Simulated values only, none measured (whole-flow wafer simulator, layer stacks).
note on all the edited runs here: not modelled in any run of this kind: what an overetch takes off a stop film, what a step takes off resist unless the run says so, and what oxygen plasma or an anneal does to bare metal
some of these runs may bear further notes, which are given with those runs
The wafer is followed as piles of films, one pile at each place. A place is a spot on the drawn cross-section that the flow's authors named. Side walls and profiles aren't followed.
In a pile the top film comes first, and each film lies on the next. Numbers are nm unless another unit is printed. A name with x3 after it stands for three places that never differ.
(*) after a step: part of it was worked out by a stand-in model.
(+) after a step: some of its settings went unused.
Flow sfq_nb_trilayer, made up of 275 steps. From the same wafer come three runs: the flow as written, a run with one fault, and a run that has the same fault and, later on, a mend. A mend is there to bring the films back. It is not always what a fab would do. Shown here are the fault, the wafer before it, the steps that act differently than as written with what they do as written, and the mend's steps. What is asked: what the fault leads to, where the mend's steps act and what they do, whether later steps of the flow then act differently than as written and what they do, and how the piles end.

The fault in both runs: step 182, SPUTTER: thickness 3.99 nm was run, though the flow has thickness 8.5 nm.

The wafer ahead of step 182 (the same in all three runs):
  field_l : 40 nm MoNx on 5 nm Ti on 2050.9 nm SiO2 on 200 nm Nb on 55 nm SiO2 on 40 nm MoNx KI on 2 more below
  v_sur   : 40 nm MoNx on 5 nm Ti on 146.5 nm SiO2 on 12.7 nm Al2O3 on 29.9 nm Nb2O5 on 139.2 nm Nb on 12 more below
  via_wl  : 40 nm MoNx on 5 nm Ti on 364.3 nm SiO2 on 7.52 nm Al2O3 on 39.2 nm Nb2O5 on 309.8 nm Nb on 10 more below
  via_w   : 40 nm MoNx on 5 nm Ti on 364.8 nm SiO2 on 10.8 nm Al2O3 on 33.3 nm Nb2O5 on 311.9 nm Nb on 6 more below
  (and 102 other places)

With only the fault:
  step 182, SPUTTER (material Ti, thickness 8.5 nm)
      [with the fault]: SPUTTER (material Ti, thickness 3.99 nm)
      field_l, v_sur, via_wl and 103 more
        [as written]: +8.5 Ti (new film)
        [with the fault]: +3.99 Ti (new film)
  Later steps of the flow acting differently than as written (12 other steps are not shown; they differ only slightly, by no more than 2% or 0.5 nm, whichever is larger):
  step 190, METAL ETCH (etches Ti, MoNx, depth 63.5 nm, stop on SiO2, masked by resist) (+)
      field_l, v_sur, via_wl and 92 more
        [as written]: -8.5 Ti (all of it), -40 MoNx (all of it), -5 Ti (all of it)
        [with the fault]: -3.99 Ti (all of it), -40 MoNx (all of it), -5 Ti (all of it)
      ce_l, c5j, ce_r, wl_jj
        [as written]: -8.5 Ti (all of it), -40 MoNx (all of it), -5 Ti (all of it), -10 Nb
        [with the fault]: -3.99 Ti (all of it), -40 MoNx (all of it), -5 Ti (all of it), -14.5 Nb
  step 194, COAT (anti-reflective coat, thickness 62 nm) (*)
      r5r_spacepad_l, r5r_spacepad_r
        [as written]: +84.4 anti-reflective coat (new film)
        [with the fault]: +82.4 anti-reflective coat (new film)
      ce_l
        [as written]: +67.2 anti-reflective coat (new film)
        [with the fault]: +69.2 anti-reflective coat (new film)
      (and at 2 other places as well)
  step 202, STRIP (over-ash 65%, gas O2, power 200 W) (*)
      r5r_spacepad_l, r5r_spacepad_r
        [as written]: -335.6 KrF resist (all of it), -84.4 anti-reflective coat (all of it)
        [with the fault]: -335.5 KrF resist (all of it), -82.4 anti-reflective coat (all of it)
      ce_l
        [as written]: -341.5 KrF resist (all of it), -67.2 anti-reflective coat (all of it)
        [with the fault]: -342.7 KrF resist (all of it), -69.2 anti-reflective coat (all of it)
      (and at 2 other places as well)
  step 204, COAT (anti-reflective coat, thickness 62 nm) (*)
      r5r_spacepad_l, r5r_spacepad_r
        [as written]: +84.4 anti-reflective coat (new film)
        [with the fault]: +82.4 anti-reflective coat (new film)
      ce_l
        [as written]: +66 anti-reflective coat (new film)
        [with the fault]: +68 anti-reflective coat (new film)
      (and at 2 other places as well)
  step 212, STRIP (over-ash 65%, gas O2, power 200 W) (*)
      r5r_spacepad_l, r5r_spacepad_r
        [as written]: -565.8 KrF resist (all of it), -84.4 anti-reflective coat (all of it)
        [with the fault]: -565.2 KrF resist (all of it), -82.4 anti-reflective coat (all of it)
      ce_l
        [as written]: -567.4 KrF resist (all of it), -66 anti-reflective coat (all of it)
        [with the fault]: -568.3 KrF resist (all of it), -68 anti-reflective coat (all of it)
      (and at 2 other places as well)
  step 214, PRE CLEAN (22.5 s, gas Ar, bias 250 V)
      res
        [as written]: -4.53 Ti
        [with the fault]: -3.99 Ti (all of it), -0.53 MoNx
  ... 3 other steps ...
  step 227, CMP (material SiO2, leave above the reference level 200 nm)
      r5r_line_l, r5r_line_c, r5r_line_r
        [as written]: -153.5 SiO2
        [with the fault]: -149 SiO2
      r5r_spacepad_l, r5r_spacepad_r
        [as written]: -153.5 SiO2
        [with the fault]: -146.5 SiO2
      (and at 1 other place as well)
  At ce_l, ce_r, be_r and 7 more, the piles at the end differ from the flow's by more than 2% or 0.5 nm, whichever is larger.
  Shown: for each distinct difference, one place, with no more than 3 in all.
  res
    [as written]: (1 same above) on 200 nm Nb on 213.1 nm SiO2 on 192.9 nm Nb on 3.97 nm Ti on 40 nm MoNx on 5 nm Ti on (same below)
    [with the fault]: (1 same above) on 200 nm Nb on 217.6 nm SiO2 on 192.9 nm Nb on 39.5 nm MoNx on 5 nm Ti on (same below)
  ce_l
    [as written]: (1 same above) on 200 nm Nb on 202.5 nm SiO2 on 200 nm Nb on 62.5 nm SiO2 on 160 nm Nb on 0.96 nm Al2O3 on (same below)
    [with the fault]: (1 same above) on 200 nm Nb on 207 nm SiO2 on 200 nm Nb on 62.5 nm SiO2 on 155.5 nm Nb on 0.96 nm Al2O3 on (same below)
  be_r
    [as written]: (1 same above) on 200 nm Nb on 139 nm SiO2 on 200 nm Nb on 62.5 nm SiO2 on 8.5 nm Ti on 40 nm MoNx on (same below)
    [with the fault]: (1 same above) on 200 nm Nb on 143.5 nm SiO2 on 200 nm Nb on 62.5 nm SiO2 on 3.99 nm Ti on 40 nm MoNx on (same below)

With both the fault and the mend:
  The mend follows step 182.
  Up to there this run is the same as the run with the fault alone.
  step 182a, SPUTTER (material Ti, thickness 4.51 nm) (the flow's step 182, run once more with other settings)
      field_l, v_sur, via_wl and 103 more
        +4.51 Ti
  Every later step of the flow that is run acts as written at every place that is followed.
  By the end, the piles equal the flow's at every place that both follow.
